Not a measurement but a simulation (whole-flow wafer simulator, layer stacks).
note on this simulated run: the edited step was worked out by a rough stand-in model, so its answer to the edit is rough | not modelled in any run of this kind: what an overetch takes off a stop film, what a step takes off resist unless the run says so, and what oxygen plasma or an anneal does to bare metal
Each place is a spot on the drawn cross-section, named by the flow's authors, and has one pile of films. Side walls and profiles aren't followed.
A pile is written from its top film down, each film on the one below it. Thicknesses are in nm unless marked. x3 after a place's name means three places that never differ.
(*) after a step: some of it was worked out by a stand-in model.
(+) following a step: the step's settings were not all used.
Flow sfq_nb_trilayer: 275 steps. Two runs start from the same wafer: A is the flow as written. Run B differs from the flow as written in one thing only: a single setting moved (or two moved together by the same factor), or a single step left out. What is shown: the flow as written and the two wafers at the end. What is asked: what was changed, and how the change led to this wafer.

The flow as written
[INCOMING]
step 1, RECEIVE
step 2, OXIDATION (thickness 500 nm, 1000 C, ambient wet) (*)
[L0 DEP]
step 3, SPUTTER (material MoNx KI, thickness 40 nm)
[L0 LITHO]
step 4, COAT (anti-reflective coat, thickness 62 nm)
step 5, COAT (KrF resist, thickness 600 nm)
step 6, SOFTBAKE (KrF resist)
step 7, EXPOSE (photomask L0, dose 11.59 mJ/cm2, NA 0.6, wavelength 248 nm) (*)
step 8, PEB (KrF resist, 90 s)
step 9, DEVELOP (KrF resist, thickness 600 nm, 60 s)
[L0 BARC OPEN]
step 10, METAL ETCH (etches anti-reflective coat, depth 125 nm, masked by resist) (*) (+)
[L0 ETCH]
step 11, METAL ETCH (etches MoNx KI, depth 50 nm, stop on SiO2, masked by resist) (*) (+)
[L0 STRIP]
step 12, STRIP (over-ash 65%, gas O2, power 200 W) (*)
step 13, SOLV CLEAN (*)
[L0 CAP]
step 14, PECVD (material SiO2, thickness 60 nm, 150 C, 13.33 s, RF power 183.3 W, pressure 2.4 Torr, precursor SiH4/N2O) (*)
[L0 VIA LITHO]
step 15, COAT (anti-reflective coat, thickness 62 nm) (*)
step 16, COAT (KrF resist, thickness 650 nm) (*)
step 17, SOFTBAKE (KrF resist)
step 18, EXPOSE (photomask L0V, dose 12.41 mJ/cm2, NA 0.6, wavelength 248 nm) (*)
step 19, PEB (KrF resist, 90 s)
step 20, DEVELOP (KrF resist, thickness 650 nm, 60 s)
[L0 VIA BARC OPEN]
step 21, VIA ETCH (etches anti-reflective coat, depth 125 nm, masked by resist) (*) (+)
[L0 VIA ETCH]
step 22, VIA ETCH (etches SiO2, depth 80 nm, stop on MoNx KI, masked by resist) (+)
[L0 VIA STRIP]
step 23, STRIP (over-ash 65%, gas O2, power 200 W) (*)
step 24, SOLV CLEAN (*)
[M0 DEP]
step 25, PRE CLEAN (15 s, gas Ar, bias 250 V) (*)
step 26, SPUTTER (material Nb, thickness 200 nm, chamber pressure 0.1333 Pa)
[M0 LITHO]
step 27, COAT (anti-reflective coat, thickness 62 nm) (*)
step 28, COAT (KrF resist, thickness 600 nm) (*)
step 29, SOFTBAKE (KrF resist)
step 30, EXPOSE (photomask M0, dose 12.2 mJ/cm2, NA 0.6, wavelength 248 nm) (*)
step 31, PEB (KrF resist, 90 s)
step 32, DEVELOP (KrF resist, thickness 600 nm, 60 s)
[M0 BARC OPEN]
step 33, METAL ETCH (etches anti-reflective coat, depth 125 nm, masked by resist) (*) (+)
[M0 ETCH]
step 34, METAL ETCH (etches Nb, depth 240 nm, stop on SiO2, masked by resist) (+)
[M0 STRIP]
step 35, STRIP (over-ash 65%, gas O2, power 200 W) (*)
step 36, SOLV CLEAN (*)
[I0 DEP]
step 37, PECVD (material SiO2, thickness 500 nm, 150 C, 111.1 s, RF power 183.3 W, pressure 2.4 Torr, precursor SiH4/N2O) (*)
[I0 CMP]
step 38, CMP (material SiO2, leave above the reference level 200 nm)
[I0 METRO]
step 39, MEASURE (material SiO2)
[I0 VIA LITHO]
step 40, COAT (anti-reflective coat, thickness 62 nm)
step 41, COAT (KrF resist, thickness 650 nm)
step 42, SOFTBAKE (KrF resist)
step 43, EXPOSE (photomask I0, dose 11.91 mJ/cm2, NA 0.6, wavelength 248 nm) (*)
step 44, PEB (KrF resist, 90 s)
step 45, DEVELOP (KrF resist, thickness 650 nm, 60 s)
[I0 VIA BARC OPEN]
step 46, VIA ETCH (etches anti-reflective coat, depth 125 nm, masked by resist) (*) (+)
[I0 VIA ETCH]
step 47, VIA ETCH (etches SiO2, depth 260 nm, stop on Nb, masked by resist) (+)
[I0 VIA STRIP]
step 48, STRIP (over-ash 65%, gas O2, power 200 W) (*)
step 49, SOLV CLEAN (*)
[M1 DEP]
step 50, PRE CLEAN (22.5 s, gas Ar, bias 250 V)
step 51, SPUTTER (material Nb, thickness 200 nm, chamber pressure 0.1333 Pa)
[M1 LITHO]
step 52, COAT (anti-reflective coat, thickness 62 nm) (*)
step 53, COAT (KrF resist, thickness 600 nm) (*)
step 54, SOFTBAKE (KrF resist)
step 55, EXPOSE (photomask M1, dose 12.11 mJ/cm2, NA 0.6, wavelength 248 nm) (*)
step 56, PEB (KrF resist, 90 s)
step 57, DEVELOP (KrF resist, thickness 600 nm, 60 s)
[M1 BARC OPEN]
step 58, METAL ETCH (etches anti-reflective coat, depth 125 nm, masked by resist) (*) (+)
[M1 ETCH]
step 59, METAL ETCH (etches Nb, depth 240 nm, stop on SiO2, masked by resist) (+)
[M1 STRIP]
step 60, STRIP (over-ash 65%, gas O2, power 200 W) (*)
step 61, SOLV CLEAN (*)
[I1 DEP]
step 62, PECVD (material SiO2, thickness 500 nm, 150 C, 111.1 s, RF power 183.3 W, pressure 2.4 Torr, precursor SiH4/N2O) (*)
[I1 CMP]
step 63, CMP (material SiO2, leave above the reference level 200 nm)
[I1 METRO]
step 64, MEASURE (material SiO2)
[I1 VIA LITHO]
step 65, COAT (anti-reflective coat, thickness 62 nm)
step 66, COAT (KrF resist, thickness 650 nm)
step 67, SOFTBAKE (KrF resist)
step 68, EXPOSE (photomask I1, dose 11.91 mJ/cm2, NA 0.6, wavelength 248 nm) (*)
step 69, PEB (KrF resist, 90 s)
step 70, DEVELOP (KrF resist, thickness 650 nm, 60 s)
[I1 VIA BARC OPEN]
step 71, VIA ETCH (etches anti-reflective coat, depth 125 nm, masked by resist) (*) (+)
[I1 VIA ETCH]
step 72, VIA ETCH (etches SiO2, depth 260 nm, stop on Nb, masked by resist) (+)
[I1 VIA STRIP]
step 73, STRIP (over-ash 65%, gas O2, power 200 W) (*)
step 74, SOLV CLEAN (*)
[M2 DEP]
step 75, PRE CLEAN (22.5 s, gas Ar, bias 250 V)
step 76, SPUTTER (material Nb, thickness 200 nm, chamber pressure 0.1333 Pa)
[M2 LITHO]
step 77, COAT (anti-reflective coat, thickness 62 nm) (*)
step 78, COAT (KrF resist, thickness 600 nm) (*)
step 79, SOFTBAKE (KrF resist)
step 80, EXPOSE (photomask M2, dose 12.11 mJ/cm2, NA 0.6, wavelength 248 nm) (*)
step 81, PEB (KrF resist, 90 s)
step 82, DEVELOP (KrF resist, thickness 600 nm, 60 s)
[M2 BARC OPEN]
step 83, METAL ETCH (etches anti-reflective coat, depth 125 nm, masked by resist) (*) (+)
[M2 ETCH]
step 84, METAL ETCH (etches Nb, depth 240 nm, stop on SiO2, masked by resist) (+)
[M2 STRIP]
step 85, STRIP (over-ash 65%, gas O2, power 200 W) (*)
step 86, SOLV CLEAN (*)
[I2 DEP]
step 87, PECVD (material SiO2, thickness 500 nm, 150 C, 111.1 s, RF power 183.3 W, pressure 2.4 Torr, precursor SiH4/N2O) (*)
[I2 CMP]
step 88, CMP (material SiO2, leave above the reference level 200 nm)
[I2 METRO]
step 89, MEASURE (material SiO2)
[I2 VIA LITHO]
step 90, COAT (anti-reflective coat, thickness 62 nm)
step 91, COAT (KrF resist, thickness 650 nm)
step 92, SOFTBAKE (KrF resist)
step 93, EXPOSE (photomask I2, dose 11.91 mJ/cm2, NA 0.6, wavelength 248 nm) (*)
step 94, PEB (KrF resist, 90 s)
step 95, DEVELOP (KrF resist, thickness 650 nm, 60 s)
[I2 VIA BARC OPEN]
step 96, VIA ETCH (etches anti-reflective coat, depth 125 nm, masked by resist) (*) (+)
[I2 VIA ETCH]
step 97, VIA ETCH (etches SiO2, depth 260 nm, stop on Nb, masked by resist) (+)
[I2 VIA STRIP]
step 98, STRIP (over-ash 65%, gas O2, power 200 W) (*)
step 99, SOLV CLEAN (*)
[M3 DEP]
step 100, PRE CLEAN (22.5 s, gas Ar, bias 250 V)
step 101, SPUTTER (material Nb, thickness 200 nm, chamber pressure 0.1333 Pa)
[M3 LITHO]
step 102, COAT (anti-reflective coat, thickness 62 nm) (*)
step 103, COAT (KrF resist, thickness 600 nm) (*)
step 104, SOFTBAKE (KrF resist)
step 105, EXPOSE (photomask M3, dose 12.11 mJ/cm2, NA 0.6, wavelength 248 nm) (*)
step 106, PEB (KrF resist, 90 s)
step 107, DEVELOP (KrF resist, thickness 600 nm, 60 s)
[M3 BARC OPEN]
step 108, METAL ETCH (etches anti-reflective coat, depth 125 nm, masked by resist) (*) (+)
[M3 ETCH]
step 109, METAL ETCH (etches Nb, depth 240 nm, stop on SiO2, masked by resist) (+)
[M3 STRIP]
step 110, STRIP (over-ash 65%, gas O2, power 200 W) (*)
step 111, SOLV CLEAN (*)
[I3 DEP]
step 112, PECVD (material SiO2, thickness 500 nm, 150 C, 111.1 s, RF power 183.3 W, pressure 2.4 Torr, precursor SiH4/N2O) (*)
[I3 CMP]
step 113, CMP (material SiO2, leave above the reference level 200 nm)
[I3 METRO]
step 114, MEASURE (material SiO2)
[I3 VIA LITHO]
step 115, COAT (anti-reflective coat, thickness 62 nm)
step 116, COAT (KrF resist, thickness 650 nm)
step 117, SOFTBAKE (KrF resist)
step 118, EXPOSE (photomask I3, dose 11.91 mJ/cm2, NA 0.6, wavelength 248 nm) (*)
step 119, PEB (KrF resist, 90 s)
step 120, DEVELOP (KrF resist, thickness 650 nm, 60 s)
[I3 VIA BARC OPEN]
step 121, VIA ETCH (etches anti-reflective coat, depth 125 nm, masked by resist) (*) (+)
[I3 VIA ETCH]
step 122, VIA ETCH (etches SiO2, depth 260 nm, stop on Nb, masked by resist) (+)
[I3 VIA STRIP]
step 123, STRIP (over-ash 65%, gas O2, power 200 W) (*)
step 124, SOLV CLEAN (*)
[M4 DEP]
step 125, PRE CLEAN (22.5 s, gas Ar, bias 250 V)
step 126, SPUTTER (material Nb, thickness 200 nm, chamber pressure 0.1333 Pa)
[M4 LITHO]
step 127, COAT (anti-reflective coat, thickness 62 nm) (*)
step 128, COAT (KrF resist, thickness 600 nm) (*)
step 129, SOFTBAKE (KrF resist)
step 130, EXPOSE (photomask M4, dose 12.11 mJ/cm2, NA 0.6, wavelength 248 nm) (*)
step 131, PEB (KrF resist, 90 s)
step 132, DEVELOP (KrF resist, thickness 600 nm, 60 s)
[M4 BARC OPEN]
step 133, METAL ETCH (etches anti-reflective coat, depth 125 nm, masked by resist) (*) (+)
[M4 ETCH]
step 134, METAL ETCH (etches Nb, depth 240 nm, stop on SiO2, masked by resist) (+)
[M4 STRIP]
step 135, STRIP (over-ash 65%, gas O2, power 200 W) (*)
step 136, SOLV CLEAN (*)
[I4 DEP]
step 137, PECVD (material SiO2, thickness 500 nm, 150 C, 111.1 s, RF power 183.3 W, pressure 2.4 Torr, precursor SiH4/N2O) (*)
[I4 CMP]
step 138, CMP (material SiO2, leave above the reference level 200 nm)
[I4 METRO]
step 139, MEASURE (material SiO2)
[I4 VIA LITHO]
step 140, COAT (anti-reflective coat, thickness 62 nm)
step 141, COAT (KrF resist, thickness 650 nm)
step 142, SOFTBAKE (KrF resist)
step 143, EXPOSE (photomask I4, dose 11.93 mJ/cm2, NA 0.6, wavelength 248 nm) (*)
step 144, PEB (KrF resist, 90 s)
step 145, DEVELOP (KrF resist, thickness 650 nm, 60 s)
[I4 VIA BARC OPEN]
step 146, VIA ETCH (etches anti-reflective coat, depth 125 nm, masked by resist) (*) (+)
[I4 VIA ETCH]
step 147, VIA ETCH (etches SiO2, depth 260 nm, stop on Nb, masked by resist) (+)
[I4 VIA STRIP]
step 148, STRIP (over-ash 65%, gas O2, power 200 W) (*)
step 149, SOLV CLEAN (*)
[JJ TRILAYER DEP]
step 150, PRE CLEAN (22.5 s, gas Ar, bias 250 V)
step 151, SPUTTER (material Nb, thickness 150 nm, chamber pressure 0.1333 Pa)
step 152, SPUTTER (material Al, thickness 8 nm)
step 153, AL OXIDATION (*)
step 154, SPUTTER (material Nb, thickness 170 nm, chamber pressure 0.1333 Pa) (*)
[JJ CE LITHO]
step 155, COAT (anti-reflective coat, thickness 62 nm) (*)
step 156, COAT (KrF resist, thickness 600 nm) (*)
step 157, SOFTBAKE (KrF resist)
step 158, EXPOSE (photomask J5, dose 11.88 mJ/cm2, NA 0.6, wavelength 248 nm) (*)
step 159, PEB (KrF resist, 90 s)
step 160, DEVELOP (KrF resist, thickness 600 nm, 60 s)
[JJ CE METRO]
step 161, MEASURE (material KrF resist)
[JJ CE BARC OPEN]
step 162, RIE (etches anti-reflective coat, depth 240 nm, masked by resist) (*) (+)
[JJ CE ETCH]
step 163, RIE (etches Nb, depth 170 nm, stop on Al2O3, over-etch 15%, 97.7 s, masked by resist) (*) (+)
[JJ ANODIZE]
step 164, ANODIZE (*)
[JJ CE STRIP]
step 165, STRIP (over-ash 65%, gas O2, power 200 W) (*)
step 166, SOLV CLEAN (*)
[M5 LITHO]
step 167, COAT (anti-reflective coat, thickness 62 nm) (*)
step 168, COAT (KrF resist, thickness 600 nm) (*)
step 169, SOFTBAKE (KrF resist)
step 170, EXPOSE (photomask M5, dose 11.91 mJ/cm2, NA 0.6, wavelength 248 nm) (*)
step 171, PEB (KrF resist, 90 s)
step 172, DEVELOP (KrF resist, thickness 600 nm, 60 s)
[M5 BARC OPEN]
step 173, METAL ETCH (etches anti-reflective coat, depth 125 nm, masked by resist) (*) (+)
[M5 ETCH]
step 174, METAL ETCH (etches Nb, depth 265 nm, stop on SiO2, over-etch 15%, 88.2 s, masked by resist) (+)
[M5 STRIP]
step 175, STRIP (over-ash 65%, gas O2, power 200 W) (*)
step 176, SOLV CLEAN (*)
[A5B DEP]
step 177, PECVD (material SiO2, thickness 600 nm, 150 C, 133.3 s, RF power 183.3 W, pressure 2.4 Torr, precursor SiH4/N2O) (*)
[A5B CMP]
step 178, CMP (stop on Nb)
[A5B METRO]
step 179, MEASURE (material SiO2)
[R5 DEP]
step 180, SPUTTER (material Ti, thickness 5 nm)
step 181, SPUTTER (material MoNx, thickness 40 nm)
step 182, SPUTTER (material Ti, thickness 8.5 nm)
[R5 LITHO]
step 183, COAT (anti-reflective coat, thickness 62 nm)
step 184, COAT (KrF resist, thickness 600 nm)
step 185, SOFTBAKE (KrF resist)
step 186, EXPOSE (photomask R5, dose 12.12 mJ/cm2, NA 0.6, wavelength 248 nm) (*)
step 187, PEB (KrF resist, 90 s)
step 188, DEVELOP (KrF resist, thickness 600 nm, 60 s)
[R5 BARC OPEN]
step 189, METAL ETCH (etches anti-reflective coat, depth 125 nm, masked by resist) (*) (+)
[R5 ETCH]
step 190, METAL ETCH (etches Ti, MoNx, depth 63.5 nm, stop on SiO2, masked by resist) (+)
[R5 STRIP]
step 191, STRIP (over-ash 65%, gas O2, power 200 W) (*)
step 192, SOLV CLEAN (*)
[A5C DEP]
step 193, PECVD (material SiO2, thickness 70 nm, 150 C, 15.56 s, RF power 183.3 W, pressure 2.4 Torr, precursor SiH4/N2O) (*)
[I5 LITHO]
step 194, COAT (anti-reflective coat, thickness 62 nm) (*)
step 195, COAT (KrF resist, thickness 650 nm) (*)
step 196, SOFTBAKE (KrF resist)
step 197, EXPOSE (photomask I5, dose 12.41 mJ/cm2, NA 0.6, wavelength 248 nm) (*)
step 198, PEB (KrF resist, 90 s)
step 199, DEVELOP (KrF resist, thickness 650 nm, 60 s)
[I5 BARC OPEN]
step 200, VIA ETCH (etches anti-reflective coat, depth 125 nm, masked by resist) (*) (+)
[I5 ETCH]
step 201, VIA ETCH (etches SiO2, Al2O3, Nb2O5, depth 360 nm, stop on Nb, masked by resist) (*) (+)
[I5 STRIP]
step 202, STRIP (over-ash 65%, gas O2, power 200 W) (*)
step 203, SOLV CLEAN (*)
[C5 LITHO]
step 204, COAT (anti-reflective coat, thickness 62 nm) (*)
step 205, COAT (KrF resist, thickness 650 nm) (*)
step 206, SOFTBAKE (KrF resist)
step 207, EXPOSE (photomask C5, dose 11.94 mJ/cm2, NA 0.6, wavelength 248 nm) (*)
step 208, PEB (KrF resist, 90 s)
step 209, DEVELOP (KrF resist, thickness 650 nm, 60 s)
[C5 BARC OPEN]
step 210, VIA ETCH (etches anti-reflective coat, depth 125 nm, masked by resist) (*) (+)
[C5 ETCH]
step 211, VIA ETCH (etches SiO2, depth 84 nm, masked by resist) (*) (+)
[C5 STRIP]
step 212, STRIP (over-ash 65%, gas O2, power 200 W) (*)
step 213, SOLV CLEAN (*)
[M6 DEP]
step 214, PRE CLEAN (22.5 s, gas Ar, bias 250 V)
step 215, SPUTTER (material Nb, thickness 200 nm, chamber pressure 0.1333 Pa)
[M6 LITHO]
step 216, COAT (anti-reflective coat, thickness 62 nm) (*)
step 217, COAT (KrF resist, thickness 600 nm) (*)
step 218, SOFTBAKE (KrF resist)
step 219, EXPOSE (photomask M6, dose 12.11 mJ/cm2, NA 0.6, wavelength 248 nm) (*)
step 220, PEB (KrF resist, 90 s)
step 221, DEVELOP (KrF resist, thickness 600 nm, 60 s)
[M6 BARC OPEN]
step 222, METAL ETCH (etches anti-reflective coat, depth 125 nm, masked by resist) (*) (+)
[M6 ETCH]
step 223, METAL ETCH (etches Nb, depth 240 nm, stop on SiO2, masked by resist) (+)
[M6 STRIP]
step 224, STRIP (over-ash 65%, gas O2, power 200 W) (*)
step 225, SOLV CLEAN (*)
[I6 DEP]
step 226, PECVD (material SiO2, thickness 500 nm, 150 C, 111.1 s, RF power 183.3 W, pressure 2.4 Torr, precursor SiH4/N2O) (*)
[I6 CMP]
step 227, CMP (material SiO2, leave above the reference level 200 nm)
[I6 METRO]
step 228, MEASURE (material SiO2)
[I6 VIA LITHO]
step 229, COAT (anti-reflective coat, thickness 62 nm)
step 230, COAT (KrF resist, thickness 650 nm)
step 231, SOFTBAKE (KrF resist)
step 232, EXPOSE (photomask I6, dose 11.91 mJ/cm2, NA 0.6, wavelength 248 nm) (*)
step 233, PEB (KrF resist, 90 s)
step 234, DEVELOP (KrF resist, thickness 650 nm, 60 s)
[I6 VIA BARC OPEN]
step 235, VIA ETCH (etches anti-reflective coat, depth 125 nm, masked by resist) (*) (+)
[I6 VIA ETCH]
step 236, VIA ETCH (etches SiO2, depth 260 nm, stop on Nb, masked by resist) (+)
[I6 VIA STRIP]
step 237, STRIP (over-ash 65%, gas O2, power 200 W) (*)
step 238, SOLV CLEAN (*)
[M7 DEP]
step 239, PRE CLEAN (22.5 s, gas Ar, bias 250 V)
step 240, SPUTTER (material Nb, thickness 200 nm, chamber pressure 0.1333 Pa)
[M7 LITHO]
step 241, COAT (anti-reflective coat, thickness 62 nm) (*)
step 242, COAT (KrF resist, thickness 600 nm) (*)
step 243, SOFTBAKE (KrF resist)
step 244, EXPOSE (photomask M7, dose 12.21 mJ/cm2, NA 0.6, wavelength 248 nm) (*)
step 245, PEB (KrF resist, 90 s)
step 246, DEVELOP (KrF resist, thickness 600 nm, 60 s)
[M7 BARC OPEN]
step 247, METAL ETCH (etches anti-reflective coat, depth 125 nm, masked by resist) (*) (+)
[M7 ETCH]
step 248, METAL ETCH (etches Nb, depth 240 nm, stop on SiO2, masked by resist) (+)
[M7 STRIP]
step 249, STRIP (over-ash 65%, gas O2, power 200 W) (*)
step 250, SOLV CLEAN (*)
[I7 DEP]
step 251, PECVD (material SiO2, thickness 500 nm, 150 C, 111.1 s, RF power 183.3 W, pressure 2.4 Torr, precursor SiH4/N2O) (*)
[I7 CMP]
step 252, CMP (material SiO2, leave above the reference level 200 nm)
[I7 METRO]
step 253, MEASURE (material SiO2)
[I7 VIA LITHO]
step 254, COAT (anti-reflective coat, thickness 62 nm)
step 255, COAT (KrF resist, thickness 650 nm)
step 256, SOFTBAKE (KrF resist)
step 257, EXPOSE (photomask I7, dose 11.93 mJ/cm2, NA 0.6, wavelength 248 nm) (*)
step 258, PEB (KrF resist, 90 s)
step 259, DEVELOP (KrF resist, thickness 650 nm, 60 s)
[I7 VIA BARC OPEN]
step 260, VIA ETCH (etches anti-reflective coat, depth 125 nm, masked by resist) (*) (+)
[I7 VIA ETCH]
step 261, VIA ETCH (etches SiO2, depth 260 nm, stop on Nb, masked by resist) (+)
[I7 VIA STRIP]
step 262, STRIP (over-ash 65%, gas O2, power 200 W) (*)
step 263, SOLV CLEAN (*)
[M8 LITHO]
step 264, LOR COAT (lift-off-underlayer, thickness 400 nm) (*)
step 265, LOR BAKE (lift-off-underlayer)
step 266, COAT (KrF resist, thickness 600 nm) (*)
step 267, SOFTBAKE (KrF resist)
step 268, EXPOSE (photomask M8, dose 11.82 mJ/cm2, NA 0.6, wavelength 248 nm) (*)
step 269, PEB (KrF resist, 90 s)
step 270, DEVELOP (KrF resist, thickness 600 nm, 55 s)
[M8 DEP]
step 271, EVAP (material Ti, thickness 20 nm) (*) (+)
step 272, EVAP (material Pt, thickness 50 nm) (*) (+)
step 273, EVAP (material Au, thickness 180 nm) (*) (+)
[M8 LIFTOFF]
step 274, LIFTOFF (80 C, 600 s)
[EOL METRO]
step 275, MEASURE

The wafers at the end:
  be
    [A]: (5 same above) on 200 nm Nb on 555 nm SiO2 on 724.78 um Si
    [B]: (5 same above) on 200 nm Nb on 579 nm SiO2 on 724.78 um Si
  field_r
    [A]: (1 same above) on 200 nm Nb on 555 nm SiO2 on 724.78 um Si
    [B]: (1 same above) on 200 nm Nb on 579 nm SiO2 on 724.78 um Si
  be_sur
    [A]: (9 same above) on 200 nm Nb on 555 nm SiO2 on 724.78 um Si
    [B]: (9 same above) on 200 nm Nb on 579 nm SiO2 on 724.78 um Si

Cause: step 14, PECVD: thickness 84 nm was run, while the flow as written has thickness 60 nm; step 14, PECVD: 18.67 s was run, where the flow has 13.33 s.

How this came from the change, step by step:
  step 14, PECVD (material SiO2, thickness 60 nm, 150 C, 13.33 s, RF power 183.3 W, pressure 2.4 Torr, precursor SiH4/N2O) (*)
      v_sur, via_wl, via_w and 97 more: A +60 SiO2 | B +84 SiO2
      field_l, l0_sur, l0v, l0r_line_l, l0r_line_c, l0r_line_r: A +60 SiO2 (new film) | B +84 SiO2 (new film)
  step 22, VIA ETCH (etches SiO2, depth 80 nm, stop on MoNx KI, masked by resist) (+)
      l0v: A -59.8 SiO2 (all of it) | B -80 SiO2
  step 25, PRE CLEAN (15 s, gas Ar, bias 250 V) (*)
      l0v: A -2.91 MoNx KI | B -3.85 SiO2 (all of it), -0.72 MoNx KI
  step 27, COAT (anti-reflective coat, thickness 62 nm) (*)
      l0_sur: A +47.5 anti-reflective coat (new film) | B +45.9 anti-reflective coat (new film)
      l0v: A +78 anti-reflective coat (new film) | B +83.4 anti-reflective coat (new film)
  step 28, COAT (KrF resist, thickness 600 nm) (*)
      l0v: A +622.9 KrF resist (new film) | B +637.6 KrF resist (new film)
  step 35, STRIP (over-ash 65%, gas O2, power 200 W) (*)
      l0_sur: A -372 KrF resist (all of it), -47.5 anti-reflective coat (all of it) | B -369.6 KrF resist (all of it), -45.9 anti-reflective coat (all of it)
      l0v: A -405.3 KrF resist (all of it), -78 anti-reflective coat (all of it) | B -419.9 KrF resist (all of it), -83.4 anti-reflective coat (all of it)
  step 38, CMP (material SiO2, leave above the reference level 200 nm)
      l0v: A -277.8 SiO2 | B -252.1 SiO2
